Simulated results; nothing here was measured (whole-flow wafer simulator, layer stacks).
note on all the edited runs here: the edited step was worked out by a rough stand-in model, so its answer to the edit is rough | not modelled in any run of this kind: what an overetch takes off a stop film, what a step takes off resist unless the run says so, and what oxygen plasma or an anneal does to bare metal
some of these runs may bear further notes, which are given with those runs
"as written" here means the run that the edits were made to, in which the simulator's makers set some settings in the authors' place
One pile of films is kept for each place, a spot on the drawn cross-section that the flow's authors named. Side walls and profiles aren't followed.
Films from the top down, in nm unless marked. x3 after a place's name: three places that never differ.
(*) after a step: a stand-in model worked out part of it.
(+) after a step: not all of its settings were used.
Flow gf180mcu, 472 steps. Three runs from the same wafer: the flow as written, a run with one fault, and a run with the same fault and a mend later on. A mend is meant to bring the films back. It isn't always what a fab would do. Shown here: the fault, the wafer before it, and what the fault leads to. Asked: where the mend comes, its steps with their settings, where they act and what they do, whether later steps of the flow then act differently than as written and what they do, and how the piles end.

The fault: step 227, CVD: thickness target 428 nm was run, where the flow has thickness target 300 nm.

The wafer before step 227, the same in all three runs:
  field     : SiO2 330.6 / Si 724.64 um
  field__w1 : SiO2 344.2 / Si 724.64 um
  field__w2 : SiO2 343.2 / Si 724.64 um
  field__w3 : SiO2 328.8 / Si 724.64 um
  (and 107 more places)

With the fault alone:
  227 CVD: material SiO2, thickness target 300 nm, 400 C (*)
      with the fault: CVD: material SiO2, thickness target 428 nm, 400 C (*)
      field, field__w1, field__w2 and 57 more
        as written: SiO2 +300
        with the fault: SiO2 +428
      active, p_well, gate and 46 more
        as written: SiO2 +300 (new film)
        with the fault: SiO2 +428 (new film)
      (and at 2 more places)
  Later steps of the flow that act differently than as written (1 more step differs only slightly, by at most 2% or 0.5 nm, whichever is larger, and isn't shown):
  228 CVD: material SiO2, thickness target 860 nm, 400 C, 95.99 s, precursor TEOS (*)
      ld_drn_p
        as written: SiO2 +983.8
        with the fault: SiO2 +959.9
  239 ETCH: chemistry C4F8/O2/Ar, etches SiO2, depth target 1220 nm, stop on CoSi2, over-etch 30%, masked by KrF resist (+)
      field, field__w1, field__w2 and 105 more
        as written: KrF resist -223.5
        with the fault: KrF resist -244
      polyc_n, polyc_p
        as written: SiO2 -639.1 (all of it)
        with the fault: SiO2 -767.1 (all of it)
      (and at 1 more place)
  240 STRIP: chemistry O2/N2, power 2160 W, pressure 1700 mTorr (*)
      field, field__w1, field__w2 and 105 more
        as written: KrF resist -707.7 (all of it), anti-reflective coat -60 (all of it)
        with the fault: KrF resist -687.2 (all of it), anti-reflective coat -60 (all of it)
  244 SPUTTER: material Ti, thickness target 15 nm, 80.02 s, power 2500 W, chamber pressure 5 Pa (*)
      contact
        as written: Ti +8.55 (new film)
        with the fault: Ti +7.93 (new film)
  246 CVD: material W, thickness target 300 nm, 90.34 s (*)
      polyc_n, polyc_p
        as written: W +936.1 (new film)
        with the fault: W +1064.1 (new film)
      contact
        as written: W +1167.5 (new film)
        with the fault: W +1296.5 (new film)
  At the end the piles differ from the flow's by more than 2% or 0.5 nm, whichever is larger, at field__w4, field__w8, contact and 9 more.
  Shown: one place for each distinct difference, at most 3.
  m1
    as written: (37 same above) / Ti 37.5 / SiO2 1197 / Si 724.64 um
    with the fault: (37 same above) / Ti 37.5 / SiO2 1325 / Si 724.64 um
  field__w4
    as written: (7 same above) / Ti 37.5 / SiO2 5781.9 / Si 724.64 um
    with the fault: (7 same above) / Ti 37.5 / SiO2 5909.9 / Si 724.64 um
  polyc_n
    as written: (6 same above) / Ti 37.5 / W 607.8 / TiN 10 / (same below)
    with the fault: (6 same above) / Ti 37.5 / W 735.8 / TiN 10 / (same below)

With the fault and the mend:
  The mend comes after step 227.
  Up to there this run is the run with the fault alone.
  227a WET ETCH: chemistry dHF, depth target 128 nm, 25 C, dilution 100:1 (*) (the flow's step 17 once more, with other settings)
      field, field__w1, field__w2 and 108 more
        SiO2 -128
  Later steps of the flow that act differently than as written:
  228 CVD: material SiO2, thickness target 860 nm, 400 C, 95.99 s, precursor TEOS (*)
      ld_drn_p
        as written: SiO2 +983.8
        with the mend: SiO2 +959.9
  At the end the piles are the same as the flow's at every place that both follow.
